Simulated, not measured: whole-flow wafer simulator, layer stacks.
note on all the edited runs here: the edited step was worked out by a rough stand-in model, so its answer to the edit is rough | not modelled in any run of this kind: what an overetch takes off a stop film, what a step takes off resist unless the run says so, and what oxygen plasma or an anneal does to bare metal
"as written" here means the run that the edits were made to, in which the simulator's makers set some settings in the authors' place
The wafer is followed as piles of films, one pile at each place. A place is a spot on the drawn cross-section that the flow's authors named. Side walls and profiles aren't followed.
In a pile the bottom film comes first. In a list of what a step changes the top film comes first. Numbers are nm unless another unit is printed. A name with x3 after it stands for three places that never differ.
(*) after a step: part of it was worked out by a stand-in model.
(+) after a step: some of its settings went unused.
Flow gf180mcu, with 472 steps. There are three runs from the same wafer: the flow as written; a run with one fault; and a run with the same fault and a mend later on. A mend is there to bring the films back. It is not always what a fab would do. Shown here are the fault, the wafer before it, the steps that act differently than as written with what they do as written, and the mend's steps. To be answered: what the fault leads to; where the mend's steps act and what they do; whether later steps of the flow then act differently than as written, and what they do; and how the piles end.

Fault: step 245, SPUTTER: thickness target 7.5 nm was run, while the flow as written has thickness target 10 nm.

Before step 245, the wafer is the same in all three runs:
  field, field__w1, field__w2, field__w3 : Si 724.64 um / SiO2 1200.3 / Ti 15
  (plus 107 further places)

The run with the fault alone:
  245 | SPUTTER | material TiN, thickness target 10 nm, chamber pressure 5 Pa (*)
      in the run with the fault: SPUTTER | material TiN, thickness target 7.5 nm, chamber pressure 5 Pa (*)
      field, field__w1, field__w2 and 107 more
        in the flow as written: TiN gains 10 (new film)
        in the run with the fault: TiN gains 7.5 (new film)
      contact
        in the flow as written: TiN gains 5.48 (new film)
        in the run with the fault: TiN gains 4.11 (new film)
  Steps later in the flow that act otherwise than as written (1 more step, not shown, differs only slightly: by at most 2% or 0.5 nm, whichever is larger):
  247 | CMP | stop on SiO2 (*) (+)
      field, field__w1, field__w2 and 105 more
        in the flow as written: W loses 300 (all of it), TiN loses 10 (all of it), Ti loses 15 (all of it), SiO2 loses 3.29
        in the run with the fault: W loses 300 (all of it), TiN loses 7.5 (all of it), Ti loses 15 (all of it), SiO2 loses 3.27
  At contact, polyc_n, polyc_p, the piles at the end differ from the flow's by more than 2% or 0.5 nm, whichever is larger.
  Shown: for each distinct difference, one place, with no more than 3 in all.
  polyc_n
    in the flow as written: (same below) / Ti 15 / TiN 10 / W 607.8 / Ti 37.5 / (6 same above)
    in the run with the fault: (same below) / Ti 15 / TiN 7.5 / W 610.3 / Ti 37.5 / (6 same above)
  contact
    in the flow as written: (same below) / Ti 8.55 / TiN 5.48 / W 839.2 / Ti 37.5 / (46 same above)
    in the run with the fault: (same below) / Ti 8.55 / TiN 4.11 / W 840.6 / Ti 37.5 / (46 same above)

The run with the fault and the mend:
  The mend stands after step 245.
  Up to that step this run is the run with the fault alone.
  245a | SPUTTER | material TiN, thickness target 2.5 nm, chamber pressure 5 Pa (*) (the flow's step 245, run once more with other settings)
      field, field__w1, field__w2 and 107 more
        TiN gains 2.5
      contact
        TiN gains 1.37
  Later steps of the flow that are run all act as written at every place that is followed.
  At every place that both follow, the piles at the end match the flow's.
